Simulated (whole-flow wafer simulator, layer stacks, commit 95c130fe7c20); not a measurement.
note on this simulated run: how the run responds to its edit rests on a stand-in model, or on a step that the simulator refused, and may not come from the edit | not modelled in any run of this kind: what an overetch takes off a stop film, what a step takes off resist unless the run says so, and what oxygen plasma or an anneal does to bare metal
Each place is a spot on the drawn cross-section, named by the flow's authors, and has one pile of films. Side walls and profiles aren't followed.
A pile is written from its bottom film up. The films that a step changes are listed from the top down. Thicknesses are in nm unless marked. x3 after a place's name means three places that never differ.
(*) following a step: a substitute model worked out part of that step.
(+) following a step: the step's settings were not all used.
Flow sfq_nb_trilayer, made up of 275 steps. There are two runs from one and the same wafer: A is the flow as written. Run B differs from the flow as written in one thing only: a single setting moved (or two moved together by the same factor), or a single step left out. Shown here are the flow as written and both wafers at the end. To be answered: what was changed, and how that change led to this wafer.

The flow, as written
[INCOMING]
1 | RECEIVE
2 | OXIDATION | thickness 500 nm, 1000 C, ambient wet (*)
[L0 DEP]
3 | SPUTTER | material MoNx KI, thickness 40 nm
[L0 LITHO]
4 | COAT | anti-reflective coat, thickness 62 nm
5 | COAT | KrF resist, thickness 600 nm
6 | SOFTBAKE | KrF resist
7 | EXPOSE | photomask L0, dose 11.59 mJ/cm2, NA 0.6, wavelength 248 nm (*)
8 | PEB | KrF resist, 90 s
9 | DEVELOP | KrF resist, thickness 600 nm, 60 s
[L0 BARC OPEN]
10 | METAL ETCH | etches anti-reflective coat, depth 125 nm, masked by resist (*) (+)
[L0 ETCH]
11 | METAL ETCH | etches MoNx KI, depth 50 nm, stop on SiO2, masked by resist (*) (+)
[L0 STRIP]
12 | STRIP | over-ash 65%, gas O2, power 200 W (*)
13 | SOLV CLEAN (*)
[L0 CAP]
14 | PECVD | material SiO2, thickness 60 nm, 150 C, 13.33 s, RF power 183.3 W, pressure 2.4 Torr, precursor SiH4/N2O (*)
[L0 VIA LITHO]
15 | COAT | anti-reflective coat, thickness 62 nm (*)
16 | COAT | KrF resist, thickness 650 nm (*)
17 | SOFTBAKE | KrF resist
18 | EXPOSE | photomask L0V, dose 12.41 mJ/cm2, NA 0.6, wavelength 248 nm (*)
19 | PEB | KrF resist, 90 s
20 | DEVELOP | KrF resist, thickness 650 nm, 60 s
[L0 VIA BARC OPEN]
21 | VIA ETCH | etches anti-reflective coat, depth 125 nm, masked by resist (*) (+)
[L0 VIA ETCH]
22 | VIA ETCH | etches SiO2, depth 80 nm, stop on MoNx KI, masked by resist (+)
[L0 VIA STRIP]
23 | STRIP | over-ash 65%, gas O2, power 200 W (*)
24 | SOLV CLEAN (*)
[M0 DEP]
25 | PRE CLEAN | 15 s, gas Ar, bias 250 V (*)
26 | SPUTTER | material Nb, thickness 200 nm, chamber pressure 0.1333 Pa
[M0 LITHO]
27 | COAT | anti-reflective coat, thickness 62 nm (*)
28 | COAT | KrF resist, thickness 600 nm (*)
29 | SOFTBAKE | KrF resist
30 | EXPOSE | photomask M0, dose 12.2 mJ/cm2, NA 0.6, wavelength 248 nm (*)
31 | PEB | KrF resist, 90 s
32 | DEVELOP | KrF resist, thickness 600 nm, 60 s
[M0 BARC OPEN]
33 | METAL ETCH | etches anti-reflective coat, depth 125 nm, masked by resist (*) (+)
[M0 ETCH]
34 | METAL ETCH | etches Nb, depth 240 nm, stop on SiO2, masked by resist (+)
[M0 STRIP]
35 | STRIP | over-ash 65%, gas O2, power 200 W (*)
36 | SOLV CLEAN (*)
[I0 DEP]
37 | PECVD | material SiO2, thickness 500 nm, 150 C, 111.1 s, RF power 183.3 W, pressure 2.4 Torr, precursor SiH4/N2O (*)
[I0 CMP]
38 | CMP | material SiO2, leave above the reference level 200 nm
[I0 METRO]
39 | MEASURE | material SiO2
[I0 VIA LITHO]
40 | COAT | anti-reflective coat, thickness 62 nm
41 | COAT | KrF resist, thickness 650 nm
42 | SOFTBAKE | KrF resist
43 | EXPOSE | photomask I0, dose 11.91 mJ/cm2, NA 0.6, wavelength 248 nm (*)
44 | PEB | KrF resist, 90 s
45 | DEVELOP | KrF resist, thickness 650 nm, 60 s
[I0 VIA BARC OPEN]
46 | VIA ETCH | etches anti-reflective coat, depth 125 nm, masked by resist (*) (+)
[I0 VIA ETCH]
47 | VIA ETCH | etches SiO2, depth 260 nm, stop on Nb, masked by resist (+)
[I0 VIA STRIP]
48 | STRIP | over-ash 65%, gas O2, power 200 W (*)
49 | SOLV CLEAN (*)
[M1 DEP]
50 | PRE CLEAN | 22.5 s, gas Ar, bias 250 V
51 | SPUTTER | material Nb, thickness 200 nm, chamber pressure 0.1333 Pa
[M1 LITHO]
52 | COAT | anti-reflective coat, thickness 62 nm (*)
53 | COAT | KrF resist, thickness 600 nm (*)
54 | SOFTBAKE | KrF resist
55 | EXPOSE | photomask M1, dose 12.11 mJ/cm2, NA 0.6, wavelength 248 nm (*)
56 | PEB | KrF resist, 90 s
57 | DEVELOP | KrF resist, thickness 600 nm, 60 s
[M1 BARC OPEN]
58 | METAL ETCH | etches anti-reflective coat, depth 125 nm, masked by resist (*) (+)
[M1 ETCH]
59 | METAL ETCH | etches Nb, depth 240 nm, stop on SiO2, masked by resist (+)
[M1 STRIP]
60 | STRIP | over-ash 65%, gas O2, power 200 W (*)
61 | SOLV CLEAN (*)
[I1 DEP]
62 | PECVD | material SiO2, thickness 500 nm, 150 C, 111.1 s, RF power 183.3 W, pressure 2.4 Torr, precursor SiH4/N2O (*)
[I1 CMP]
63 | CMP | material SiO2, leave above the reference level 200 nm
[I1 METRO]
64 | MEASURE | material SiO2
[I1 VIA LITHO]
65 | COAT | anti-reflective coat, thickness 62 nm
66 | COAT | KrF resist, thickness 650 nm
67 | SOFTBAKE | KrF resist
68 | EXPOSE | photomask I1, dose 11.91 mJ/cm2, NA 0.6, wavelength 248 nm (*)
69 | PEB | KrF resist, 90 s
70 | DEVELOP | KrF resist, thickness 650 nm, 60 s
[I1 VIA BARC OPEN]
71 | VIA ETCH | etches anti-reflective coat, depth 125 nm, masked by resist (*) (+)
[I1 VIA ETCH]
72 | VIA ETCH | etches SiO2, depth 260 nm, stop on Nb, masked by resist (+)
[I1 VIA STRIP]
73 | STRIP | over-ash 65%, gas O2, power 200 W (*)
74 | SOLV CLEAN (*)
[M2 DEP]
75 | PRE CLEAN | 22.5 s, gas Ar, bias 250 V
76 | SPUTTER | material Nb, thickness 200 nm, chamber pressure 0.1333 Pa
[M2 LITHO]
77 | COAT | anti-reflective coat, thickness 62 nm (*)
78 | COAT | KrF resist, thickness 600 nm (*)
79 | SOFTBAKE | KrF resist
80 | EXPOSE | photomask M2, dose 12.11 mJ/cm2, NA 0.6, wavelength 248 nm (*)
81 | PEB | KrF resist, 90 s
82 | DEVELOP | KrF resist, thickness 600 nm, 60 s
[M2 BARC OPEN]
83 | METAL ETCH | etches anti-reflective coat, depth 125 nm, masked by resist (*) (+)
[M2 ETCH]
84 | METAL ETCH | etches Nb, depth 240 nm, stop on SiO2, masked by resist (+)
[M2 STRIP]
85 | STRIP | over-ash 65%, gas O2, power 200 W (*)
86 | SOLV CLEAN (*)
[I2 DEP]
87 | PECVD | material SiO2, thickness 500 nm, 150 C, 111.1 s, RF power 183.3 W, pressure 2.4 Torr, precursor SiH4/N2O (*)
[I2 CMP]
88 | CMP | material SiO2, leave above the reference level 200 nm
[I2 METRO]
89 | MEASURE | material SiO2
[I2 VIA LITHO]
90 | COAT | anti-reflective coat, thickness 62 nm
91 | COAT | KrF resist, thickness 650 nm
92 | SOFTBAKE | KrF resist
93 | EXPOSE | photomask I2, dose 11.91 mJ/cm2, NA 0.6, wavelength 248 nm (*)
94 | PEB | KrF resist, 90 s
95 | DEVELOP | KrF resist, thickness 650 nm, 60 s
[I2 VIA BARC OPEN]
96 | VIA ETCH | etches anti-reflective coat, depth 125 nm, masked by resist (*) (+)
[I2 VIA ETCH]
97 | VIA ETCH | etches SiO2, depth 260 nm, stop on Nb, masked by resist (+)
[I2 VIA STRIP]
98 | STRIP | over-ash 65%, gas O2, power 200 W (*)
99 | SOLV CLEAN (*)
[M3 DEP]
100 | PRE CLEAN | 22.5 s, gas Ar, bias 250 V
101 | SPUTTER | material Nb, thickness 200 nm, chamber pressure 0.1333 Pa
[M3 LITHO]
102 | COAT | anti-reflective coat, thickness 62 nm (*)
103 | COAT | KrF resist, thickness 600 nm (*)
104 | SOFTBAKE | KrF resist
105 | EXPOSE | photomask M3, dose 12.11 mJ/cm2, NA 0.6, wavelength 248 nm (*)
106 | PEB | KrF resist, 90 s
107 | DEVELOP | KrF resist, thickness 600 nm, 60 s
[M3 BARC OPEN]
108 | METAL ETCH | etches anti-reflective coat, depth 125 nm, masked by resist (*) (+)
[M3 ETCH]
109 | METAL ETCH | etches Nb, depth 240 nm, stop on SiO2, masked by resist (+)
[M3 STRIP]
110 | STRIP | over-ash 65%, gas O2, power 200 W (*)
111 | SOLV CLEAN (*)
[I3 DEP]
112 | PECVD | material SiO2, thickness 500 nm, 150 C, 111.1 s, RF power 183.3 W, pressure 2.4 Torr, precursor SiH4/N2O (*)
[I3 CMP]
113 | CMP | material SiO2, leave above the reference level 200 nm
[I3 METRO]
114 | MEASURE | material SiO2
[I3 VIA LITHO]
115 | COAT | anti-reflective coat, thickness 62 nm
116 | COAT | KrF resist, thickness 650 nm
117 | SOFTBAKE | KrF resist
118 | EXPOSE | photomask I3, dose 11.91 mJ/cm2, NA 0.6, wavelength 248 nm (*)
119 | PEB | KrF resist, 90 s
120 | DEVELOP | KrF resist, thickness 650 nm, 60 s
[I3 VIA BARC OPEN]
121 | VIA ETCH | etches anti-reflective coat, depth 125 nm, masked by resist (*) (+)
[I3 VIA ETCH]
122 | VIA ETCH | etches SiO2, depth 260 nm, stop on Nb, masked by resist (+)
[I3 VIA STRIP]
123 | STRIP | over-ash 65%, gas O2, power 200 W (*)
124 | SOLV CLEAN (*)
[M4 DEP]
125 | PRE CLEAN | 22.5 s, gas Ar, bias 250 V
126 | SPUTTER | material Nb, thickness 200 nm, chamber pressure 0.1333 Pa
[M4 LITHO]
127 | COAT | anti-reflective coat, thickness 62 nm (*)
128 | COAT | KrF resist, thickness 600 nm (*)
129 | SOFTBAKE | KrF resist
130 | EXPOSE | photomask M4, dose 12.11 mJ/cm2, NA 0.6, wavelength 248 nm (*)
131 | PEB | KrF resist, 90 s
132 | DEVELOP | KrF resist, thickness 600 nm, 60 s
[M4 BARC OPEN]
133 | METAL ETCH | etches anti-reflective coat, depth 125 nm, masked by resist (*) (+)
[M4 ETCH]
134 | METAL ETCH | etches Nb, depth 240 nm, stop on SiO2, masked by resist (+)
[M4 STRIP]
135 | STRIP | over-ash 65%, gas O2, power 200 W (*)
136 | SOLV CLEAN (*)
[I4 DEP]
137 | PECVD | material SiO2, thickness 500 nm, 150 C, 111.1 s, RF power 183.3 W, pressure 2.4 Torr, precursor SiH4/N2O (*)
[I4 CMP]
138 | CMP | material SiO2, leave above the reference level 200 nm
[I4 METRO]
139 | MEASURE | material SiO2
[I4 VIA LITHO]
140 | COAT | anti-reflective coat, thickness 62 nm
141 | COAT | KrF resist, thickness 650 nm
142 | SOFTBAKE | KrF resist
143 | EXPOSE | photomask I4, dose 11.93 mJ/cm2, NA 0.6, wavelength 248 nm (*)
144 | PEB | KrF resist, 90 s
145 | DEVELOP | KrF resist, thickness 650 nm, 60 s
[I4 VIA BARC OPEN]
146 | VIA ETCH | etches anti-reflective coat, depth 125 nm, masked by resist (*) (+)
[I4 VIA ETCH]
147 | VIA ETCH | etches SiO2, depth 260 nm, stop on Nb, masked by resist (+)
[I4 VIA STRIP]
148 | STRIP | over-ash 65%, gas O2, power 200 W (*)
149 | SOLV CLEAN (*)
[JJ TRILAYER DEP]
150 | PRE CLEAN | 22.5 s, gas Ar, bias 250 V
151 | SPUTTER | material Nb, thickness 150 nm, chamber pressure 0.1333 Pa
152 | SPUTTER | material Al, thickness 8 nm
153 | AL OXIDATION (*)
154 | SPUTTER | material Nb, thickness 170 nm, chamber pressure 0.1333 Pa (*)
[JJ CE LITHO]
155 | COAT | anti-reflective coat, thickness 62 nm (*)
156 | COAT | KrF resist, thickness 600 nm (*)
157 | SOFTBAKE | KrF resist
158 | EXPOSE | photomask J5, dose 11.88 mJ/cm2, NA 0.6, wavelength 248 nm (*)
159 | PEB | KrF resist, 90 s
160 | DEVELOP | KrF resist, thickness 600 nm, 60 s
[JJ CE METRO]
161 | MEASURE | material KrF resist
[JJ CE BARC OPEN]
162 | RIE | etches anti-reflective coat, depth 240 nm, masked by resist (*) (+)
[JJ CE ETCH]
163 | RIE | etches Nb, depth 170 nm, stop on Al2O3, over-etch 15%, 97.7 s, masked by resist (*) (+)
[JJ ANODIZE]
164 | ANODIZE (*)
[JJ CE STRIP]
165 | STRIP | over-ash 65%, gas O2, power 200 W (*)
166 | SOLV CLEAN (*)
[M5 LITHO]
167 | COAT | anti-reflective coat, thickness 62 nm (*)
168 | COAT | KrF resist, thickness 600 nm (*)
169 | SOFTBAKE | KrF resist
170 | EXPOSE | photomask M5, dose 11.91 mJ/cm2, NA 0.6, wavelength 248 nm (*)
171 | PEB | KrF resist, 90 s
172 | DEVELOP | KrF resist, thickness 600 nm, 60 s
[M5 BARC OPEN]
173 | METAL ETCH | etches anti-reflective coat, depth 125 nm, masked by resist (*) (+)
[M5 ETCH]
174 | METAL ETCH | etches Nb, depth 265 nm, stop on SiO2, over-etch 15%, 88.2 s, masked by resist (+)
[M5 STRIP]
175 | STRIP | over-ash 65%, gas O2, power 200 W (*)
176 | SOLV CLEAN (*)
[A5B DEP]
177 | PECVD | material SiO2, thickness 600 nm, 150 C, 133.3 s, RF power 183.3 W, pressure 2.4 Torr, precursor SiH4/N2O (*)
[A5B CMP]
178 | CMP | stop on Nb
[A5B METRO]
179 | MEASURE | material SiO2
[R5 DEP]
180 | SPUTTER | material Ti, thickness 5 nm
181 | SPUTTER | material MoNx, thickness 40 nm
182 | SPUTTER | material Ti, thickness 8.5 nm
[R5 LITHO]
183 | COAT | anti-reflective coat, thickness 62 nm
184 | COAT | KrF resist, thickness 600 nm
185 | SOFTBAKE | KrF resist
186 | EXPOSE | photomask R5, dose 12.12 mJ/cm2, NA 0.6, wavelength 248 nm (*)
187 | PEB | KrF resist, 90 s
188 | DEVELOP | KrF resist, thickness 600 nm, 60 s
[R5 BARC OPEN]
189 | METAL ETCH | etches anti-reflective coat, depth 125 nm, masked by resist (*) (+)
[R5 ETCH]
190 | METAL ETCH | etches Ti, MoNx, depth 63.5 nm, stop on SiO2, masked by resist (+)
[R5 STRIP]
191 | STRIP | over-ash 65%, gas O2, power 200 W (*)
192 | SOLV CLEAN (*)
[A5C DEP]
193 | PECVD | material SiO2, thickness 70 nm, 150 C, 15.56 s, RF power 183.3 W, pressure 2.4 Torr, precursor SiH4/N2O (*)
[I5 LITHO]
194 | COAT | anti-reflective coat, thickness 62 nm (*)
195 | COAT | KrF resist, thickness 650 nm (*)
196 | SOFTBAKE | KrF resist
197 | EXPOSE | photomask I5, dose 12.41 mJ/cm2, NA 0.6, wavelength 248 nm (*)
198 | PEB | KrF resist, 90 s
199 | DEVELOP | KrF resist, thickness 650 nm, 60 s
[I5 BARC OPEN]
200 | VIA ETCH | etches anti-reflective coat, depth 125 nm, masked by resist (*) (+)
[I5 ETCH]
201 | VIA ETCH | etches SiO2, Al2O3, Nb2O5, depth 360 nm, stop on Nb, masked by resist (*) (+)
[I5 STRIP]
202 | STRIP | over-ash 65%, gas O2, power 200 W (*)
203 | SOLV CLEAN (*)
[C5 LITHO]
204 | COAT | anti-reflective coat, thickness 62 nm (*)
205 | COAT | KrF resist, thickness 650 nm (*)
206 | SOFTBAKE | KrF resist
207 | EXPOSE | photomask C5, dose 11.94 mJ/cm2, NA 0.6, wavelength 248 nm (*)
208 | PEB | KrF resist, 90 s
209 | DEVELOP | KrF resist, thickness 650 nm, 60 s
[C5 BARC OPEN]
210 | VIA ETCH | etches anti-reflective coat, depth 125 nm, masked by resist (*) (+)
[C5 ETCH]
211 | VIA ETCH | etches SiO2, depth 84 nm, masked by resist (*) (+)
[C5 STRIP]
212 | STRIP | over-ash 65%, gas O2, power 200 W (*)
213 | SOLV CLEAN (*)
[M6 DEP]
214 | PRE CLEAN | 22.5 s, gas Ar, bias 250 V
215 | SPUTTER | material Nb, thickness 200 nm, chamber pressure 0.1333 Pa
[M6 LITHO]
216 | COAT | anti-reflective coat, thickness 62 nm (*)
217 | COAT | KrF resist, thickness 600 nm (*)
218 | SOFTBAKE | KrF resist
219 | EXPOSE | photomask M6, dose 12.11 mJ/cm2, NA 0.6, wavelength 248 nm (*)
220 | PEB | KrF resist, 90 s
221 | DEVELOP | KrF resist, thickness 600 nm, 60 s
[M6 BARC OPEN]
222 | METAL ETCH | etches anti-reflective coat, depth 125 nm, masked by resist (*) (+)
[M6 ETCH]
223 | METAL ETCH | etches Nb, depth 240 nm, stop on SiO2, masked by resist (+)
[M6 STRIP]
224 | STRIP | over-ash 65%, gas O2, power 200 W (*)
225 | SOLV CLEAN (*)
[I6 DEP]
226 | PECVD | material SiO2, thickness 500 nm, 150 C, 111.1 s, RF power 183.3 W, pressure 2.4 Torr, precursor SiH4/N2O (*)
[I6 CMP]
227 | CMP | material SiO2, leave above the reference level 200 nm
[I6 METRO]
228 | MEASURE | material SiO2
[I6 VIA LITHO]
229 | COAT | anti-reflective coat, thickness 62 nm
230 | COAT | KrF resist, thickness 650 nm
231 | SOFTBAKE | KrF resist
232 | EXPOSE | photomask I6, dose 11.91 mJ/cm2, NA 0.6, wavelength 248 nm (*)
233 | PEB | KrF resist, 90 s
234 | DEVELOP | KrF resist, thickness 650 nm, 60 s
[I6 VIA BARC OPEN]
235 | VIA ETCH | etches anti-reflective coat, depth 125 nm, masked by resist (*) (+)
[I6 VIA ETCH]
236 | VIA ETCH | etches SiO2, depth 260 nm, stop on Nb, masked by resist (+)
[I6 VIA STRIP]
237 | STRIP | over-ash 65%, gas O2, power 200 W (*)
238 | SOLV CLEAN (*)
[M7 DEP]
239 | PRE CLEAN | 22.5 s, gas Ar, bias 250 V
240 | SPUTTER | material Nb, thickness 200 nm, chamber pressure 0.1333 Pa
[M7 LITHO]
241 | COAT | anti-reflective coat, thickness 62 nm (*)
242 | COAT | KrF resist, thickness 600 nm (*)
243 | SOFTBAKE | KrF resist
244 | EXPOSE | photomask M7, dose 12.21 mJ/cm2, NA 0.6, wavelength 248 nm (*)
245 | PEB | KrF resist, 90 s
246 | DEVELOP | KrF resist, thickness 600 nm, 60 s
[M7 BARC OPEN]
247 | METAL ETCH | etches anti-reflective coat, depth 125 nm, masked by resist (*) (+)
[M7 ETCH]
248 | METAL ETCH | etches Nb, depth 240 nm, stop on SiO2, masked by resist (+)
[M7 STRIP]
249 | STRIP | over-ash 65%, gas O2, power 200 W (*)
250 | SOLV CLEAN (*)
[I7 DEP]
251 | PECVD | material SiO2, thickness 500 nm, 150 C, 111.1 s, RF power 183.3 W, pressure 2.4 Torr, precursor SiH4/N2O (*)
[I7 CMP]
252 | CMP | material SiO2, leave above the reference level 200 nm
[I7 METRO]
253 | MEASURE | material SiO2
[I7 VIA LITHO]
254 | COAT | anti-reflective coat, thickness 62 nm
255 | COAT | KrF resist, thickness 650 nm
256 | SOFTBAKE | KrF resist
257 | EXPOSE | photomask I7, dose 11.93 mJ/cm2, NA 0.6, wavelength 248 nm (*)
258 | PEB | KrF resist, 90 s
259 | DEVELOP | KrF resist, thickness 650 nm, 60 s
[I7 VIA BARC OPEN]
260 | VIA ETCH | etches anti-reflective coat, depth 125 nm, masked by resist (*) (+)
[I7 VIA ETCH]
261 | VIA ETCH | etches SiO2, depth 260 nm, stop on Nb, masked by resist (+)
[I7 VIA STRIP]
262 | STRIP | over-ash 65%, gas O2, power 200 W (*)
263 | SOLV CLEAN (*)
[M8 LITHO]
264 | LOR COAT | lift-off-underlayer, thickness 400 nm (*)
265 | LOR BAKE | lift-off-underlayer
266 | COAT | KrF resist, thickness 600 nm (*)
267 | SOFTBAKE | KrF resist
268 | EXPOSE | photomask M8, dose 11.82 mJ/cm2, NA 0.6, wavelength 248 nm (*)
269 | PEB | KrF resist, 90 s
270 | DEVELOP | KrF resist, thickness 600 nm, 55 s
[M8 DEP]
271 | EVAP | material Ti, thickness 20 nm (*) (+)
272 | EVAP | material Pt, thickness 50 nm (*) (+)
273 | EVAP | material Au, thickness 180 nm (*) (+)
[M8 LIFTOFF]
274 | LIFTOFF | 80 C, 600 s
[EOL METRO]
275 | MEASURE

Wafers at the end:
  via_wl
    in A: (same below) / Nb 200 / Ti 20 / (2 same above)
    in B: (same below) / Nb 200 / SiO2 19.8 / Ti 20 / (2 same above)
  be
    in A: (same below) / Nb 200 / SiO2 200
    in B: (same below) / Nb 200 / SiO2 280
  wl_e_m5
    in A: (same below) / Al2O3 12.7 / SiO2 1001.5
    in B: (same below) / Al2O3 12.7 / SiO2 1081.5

Cause: step 252, CMP: leave above the reference level 280 nm was run, though the flow has leave above the reference level 200 nm.
The wafer itself shows it: be has SiO2 280, and step 252 as written asks for 200 nm.

The path from the change to this, step by step:
  252 | CMP | material SiO2, leave above the reference level 200 nm
      field_r, lsp_l: A -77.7 SiO2 | B nothing
      field_l, p4_fl, p4_fm and 56 more: A -100 SiO2 | B -20 SiO2
      (also at 45 further places)
  261 | VIA ETCH | etches SiO2, depth 260 nm, stop on Nb, masked by resist (+)
      via_wl, via_w, via_wr: A -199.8 SiO2 (all of it) | B -260 SiO2
  264 | LOR COAT | lift-off-underlayer, thickness 400 nm (*)
      via_wl, via_wr: A +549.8 lift-off-underlayer (new film) | B +594.8 lift-off-underlayer (new film)
      v_sur: A +369.4 lift-off-underlayer (new film) | B +360.2 lift-off-underlayer (new film)
      (also at 1 further place)
  270 | DEVELOP | KrF resist, thickness 600 nm, 55 s
      v_sur: A -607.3 KrF resist (all of it), -369.4 lift-off-underlayer (all of it) | B -609.9 KrF resist (all of it), -360.2 lift-off-underlayer (all of it)
      via_wl: A -623.9 KrF resist (all of it), -549.8 lift-off-underlayer (all of it) | B -631.4 KrF resist (all of it), -594.8 lift-off-underlayer (all of it)
      (also at 2 further places)
With metal films that touch counted as one body, via_wl has 8 bodies (between them, from the top down: SiO2 19.8; SiO2 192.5; SiO2 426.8 / Al2O3 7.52 / Nb2O5 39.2; SiO2 192.5; SiO2 192.5; SiO2 192.5; SiO2 192.5); the flow as written gives 7 bodies (between them, from the top down: SiO2 192.5; SiO2 426.8 / Al2O3 7.52 / Nb2O5 39.2; SiO2 192.5; SiO2 192.5; SiO2 192.5; SiO2 192.5).
